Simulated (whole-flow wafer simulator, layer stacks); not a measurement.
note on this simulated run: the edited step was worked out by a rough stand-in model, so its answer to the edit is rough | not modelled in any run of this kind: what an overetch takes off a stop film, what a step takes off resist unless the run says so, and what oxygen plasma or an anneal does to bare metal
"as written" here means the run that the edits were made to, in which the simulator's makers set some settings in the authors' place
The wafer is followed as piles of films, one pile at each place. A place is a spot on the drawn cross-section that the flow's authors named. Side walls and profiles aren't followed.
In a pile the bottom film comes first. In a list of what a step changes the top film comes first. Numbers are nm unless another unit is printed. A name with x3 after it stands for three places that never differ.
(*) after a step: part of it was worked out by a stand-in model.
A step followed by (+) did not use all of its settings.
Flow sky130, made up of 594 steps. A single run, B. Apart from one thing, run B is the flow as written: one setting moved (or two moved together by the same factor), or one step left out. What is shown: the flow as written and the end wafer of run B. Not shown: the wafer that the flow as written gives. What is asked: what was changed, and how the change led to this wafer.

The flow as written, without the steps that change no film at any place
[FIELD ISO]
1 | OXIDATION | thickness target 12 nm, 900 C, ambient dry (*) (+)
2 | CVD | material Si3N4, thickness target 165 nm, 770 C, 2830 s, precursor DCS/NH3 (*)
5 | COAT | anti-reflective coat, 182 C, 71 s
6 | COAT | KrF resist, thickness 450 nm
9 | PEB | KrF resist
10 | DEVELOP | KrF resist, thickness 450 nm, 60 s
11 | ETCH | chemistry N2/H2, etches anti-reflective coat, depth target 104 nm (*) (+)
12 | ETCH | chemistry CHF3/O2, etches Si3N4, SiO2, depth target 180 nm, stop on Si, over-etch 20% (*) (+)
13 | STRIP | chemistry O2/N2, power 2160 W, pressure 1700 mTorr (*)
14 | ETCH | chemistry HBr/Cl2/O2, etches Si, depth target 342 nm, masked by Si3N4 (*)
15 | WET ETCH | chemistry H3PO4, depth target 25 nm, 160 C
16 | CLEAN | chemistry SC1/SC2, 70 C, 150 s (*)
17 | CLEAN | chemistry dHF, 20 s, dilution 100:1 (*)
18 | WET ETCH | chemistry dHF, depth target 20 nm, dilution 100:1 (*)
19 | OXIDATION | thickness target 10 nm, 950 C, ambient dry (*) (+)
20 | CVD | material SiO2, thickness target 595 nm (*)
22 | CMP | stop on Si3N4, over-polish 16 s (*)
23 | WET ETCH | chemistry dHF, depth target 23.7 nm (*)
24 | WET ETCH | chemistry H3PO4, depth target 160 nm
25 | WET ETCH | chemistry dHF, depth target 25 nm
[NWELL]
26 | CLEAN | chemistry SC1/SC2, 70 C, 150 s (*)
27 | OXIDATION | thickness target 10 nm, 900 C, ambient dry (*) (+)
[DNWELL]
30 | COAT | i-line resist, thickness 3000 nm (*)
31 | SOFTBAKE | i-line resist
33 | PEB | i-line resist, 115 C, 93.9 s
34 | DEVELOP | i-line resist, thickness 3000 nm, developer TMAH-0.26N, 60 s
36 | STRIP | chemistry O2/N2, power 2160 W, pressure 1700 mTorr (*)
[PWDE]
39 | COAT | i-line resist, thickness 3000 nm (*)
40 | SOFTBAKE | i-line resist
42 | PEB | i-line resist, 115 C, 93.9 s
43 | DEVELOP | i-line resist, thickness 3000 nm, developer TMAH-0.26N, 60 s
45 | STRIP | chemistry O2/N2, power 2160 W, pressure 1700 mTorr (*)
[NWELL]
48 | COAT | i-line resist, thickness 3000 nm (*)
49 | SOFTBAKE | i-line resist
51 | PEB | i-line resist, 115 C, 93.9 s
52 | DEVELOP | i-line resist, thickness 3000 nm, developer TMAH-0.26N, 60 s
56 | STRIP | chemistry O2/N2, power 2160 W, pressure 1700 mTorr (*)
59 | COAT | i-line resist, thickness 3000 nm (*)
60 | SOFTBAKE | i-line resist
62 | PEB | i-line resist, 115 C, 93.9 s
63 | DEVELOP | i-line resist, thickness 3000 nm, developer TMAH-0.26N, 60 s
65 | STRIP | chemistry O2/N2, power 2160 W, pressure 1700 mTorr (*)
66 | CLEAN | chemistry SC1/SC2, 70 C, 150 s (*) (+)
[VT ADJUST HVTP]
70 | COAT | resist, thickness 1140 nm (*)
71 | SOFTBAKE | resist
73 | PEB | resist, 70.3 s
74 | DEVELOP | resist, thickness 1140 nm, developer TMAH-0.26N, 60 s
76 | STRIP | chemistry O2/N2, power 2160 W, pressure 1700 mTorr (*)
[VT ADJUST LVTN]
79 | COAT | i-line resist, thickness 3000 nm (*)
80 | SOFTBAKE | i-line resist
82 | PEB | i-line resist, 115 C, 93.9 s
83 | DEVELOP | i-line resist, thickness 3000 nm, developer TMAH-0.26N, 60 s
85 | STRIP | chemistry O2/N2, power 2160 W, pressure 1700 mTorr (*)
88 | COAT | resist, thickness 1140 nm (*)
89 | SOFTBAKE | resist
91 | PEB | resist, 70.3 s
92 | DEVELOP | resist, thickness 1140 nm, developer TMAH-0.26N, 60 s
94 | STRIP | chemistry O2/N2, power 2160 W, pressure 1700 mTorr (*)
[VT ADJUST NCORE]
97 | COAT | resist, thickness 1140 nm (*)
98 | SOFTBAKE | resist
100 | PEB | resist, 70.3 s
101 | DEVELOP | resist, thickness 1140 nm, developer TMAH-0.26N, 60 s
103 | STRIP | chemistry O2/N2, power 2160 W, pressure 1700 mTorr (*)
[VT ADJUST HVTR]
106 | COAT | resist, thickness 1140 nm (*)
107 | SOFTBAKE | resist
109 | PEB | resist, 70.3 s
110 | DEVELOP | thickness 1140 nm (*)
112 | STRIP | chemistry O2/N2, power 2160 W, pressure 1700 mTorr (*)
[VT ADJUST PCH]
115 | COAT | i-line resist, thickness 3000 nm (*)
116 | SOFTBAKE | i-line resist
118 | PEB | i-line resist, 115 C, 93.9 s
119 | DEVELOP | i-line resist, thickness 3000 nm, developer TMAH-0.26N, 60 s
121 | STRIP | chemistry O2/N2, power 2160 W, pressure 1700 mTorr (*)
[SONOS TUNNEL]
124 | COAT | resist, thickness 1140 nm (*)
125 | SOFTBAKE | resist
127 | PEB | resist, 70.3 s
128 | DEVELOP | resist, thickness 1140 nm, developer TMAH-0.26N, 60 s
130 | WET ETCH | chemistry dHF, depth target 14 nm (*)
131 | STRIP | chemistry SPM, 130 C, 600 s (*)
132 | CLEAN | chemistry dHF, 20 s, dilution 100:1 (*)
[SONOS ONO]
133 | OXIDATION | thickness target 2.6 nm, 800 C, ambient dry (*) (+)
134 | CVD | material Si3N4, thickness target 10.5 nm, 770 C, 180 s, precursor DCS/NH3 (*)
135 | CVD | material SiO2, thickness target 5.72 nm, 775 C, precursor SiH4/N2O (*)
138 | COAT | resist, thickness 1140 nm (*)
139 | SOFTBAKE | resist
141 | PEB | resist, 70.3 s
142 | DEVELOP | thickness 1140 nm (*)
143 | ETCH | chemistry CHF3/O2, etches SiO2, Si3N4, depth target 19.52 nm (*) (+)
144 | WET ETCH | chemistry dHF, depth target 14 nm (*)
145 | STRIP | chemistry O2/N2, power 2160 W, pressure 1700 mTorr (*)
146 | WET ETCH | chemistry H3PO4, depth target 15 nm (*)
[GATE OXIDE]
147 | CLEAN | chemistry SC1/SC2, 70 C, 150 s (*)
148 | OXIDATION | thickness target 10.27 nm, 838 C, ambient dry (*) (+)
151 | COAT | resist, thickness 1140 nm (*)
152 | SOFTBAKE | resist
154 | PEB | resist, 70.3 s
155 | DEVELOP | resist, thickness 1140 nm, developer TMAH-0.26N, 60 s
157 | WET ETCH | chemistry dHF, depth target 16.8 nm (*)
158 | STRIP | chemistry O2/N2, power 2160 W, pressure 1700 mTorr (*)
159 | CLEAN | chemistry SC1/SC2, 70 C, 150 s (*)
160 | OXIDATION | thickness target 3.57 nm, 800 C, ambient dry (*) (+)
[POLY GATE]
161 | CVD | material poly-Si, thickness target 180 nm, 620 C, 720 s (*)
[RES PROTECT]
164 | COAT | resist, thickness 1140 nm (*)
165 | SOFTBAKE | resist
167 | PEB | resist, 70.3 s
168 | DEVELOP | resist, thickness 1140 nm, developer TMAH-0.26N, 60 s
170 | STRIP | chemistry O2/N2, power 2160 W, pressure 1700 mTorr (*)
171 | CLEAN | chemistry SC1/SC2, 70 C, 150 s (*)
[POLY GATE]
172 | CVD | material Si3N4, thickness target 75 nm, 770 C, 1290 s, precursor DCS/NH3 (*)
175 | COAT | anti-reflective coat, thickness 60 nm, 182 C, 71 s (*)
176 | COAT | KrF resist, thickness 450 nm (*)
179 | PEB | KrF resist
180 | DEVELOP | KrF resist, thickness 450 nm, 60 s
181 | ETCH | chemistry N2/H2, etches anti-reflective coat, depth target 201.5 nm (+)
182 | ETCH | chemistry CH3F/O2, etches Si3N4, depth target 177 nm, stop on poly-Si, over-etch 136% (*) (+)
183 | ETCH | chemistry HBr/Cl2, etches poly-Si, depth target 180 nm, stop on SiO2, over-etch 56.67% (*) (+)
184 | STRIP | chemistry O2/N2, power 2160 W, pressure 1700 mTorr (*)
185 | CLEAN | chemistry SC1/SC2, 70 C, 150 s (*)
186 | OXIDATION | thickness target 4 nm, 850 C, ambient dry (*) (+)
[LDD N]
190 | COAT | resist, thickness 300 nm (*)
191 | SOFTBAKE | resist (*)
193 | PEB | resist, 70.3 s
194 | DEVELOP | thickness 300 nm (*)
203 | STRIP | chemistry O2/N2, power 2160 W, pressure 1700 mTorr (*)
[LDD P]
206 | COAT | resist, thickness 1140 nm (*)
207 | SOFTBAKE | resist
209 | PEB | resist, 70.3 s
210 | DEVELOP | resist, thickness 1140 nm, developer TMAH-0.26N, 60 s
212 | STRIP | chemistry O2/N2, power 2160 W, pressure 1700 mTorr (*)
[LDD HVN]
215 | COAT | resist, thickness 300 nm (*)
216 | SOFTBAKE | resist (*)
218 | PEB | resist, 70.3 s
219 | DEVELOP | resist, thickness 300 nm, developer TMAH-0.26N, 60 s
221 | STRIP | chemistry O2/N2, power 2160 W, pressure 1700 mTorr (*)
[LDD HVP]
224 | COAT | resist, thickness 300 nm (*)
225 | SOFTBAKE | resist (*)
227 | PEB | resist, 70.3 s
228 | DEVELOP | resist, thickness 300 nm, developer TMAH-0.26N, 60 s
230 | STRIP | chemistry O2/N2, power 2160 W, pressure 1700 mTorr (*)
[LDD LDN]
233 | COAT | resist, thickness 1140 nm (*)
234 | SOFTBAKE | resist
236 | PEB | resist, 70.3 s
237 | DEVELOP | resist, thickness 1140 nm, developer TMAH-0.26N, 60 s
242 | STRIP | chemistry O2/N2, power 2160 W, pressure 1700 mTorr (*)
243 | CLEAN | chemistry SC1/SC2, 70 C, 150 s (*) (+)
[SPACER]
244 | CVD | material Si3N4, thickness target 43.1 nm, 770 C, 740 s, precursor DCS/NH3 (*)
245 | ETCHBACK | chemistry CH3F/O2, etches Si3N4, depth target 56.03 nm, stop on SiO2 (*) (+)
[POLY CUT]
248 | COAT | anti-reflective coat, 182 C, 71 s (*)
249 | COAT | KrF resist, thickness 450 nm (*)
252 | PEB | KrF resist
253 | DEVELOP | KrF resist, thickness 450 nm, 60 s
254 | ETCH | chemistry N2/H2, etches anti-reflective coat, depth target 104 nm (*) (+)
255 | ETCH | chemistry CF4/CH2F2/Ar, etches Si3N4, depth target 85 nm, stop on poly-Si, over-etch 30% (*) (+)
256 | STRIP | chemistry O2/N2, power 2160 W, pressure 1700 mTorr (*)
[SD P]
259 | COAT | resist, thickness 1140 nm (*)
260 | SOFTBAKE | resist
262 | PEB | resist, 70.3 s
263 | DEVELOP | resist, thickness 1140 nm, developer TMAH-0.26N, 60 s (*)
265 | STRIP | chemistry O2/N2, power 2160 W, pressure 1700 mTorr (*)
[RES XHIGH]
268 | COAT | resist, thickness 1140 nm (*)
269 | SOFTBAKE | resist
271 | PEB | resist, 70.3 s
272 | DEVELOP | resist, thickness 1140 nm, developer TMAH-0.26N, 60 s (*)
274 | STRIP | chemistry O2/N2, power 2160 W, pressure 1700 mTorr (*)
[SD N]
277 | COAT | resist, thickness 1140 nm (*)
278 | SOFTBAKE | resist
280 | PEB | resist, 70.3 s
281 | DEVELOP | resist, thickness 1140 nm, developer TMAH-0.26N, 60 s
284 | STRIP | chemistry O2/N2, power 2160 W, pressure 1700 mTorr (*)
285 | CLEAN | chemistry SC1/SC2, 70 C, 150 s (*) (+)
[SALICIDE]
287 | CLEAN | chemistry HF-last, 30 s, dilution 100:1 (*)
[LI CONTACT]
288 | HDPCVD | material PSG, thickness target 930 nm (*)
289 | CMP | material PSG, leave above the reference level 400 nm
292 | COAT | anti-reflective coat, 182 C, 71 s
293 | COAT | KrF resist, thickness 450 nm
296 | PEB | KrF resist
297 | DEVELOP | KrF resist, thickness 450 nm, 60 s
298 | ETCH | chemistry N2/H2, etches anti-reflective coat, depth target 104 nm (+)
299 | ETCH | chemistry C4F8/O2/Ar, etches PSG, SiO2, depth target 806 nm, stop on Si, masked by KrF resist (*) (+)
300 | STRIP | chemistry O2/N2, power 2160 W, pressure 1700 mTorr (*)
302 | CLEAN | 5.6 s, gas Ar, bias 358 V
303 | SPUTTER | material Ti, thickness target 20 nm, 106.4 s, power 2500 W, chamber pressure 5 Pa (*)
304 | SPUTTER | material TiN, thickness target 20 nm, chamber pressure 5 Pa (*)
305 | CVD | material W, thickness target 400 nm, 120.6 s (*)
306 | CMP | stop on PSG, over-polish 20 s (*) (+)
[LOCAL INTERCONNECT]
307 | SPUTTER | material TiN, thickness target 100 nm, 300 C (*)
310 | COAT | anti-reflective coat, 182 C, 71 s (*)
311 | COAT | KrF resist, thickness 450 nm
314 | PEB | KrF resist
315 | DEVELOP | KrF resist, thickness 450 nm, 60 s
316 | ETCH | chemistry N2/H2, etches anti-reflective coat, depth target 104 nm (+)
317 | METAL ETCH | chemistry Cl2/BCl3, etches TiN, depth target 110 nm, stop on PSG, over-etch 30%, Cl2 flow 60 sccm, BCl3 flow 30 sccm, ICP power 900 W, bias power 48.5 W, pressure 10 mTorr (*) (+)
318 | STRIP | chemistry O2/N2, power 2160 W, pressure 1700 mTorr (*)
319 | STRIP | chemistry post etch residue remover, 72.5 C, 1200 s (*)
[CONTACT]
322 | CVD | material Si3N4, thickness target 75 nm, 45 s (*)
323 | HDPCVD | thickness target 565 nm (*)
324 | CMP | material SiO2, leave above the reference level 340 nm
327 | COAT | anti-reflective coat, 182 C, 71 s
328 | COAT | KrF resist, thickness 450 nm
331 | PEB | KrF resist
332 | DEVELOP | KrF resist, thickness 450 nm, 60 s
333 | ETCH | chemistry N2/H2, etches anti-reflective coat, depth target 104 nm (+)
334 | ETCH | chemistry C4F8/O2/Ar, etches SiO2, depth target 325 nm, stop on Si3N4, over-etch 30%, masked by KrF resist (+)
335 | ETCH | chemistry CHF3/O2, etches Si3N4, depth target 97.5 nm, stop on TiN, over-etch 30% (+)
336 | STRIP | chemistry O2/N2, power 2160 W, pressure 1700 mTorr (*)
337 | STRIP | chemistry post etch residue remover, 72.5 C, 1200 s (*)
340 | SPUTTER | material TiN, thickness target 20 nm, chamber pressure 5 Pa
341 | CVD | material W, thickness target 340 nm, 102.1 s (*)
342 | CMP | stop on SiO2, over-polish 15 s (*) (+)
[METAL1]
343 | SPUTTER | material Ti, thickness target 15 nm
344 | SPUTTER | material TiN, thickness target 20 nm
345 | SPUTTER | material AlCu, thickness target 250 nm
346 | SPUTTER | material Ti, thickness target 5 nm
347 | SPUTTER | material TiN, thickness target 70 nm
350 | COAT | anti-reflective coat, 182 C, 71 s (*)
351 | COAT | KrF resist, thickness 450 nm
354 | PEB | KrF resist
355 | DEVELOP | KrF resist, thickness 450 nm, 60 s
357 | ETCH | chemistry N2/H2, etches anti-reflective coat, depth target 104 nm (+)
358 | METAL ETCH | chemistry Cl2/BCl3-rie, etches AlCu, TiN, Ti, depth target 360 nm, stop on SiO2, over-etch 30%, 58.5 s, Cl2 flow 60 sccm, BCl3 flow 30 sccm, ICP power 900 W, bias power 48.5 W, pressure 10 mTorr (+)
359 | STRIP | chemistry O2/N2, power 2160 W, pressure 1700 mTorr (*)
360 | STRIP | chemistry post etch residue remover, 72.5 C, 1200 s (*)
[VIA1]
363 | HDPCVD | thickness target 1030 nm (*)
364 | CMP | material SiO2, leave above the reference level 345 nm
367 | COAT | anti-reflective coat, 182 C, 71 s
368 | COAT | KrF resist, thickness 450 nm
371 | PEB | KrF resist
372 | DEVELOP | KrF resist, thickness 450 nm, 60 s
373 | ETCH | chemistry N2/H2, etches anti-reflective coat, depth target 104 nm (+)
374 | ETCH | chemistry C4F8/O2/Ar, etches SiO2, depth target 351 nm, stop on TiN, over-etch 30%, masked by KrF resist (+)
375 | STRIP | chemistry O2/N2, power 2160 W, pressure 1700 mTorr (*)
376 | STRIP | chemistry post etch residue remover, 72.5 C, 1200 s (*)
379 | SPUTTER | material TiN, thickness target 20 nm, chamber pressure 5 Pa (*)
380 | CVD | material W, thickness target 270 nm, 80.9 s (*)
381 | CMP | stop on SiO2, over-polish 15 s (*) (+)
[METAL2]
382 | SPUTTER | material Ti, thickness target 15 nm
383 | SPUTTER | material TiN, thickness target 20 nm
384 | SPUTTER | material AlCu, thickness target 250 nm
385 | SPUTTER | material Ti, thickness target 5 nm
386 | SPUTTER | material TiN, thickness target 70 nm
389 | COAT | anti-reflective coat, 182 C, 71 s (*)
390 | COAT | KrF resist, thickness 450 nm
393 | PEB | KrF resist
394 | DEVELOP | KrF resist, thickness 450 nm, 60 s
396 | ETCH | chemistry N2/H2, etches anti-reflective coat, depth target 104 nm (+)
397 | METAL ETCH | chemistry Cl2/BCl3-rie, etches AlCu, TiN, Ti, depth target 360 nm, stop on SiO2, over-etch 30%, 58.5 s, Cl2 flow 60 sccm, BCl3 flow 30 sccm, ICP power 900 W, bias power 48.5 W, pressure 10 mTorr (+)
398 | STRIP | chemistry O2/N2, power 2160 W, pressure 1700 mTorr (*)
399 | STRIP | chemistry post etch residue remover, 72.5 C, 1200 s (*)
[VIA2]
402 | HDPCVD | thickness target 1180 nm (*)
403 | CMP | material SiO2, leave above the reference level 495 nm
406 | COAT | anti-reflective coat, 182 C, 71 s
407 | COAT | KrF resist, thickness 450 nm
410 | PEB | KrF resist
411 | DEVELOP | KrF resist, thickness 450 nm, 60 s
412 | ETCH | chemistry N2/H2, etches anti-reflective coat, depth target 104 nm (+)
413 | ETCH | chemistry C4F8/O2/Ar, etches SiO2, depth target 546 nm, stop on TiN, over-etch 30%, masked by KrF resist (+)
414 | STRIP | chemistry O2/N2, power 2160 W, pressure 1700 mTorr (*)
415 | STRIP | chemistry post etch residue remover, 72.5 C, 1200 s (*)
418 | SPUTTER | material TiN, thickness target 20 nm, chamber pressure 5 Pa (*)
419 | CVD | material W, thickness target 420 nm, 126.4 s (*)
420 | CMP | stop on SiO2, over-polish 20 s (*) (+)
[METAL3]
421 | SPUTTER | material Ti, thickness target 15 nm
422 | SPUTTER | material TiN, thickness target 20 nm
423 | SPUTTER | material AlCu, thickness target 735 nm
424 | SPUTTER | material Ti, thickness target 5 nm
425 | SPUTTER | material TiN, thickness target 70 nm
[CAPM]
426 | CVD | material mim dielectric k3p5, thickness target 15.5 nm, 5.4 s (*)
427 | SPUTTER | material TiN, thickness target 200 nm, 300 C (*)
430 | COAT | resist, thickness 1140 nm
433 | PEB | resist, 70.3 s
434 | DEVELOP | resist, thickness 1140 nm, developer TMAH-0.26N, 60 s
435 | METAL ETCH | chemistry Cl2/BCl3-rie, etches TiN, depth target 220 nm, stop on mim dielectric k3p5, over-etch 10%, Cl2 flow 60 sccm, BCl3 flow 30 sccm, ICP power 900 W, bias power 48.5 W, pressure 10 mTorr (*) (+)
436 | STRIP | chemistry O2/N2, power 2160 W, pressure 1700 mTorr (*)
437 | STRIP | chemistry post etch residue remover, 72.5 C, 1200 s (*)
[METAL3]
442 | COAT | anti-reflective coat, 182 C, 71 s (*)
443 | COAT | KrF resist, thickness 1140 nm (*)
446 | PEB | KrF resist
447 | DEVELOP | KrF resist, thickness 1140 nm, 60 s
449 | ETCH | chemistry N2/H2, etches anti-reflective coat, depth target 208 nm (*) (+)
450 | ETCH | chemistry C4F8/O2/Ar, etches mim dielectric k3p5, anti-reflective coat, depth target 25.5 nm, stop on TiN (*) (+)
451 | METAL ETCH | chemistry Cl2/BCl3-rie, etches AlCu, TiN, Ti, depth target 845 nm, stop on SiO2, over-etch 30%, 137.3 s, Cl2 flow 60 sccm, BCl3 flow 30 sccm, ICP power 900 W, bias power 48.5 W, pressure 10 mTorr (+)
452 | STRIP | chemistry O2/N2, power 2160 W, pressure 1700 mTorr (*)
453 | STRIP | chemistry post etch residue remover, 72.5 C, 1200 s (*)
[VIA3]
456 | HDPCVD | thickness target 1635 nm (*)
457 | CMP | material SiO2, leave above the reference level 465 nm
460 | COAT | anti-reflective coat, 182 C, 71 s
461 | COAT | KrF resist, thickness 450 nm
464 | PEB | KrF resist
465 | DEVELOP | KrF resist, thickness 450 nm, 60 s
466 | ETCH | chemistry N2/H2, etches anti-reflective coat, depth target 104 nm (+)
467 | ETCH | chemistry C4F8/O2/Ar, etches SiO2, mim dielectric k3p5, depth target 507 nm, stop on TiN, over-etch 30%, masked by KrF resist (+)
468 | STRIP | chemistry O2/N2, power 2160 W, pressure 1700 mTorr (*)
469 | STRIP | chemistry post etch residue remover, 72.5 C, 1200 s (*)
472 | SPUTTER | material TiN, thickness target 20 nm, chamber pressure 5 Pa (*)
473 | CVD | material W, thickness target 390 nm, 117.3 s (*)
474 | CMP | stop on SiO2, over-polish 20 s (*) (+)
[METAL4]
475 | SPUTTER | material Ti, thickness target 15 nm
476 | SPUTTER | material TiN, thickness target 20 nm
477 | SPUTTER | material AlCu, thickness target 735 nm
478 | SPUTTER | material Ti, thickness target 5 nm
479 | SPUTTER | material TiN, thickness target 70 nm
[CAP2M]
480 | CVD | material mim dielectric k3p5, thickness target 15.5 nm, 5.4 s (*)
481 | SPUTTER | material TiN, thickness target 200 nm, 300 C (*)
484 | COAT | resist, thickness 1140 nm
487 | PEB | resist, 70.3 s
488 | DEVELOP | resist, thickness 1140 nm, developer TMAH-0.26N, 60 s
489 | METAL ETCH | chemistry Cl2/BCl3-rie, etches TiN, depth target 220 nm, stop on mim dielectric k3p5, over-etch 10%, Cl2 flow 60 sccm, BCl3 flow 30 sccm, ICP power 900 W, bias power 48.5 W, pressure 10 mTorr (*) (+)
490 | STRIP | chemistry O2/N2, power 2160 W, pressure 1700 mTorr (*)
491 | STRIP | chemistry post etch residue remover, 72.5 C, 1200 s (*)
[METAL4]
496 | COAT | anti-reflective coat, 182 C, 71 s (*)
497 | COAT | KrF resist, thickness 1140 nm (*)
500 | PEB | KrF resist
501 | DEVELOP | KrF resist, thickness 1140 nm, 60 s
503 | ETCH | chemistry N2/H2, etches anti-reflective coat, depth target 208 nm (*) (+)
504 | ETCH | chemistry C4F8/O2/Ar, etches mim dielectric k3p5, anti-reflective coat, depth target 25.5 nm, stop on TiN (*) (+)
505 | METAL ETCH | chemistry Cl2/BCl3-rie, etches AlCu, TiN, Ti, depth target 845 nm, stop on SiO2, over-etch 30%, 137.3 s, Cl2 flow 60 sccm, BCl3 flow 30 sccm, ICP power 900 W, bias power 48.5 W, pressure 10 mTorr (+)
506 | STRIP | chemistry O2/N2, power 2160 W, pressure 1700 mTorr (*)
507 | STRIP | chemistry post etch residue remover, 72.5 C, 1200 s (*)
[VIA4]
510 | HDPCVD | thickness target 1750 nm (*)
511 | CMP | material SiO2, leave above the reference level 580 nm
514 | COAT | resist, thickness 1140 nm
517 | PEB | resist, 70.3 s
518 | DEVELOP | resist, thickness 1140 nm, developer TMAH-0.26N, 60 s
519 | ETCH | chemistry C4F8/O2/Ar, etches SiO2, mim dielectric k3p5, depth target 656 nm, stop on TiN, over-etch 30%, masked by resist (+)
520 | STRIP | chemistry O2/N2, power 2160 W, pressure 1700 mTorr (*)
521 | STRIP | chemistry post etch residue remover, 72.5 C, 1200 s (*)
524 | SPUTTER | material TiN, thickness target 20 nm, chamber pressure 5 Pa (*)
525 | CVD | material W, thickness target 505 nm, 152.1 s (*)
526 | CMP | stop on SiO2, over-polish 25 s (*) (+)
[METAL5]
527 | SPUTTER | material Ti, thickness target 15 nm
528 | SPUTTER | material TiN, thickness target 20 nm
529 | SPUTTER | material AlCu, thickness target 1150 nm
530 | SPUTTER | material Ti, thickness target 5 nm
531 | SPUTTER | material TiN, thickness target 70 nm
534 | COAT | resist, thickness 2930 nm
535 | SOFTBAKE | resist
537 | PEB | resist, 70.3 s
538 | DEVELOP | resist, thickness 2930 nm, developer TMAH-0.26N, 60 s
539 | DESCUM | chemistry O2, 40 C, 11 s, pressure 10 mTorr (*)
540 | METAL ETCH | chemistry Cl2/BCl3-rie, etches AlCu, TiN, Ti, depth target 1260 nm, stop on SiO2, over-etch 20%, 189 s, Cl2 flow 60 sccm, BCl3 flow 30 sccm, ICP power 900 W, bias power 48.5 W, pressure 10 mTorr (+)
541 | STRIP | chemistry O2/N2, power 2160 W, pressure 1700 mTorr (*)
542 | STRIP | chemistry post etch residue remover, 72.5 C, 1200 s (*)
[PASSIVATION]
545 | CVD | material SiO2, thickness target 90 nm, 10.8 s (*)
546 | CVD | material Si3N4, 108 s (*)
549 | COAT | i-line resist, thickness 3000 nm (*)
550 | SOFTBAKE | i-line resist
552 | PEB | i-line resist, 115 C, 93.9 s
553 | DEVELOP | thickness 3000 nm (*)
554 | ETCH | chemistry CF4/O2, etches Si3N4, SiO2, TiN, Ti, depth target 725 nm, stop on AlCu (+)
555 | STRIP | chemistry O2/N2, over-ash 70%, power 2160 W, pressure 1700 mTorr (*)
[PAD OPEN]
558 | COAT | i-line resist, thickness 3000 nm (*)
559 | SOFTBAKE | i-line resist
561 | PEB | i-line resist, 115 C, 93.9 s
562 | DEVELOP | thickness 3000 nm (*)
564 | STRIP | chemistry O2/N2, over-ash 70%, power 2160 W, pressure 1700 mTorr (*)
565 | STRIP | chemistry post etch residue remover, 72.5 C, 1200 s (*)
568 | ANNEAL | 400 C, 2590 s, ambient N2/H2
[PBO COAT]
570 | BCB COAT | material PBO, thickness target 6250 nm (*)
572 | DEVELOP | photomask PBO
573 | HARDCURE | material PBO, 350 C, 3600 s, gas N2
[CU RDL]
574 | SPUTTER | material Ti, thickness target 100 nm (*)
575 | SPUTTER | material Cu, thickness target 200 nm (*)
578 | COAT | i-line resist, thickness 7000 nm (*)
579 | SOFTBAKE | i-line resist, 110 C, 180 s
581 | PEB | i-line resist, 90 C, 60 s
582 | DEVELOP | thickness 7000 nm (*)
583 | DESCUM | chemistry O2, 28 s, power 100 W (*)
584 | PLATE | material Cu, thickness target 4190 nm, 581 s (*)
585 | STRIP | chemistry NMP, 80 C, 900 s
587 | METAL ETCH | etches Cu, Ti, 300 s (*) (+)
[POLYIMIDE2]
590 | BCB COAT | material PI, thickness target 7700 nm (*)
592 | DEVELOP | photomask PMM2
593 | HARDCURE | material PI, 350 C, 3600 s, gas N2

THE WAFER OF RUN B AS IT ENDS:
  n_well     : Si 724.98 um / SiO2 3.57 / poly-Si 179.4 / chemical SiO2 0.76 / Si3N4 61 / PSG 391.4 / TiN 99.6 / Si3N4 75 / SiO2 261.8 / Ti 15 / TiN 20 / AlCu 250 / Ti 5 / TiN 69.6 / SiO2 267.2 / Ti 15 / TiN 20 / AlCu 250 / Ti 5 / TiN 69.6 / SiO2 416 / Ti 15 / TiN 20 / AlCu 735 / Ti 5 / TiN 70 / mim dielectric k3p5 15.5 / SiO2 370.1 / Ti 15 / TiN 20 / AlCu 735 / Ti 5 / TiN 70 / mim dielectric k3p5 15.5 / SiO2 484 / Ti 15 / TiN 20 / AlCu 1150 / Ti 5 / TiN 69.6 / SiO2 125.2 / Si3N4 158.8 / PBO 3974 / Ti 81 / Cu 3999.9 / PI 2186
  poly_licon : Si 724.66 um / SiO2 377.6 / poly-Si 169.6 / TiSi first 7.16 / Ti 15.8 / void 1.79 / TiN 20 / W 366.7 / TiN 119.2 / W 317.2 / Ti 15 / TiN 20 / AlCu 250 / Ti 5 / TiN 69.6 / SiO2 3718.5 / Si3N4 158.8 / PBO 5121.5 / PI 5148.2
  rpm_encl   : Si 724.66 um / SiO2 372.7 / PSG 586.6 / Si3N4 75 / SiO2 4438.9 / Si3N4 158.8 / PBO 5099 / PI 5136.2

Cause: step 574, SPUTTER: thickness target 81 nm was run, while the flow as written has thickness target 100 nm.
The wafer lets one read it off: n_well has Ti 81, and step 574 as written asks for 100 nm.

How this came from the change, step by step:
  574 | SPUTTER | material Ti, thickness target 100 nm (*)
      field, active, n_well and 190 more: Ti gains 81 (new film) (as written it would have been: Ti gains 100 (new film))
  587 | METAL ETCH | etches Cu, Ti, 300 s (*) (+)
      field, active, gate and 167 more: Cu loses 200 (all of it), Ti loses 81 (all of it) (as written it would have been: Cu loses 200 (all of it), Ti loses 100 (all of it))
  590 | BCB COAT | material PI, thickness target 7700 nm (*)
      de16_gate_nw: PI gains 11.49 um (new film) (as written it would have been: PI gains 11.5 um (new film))
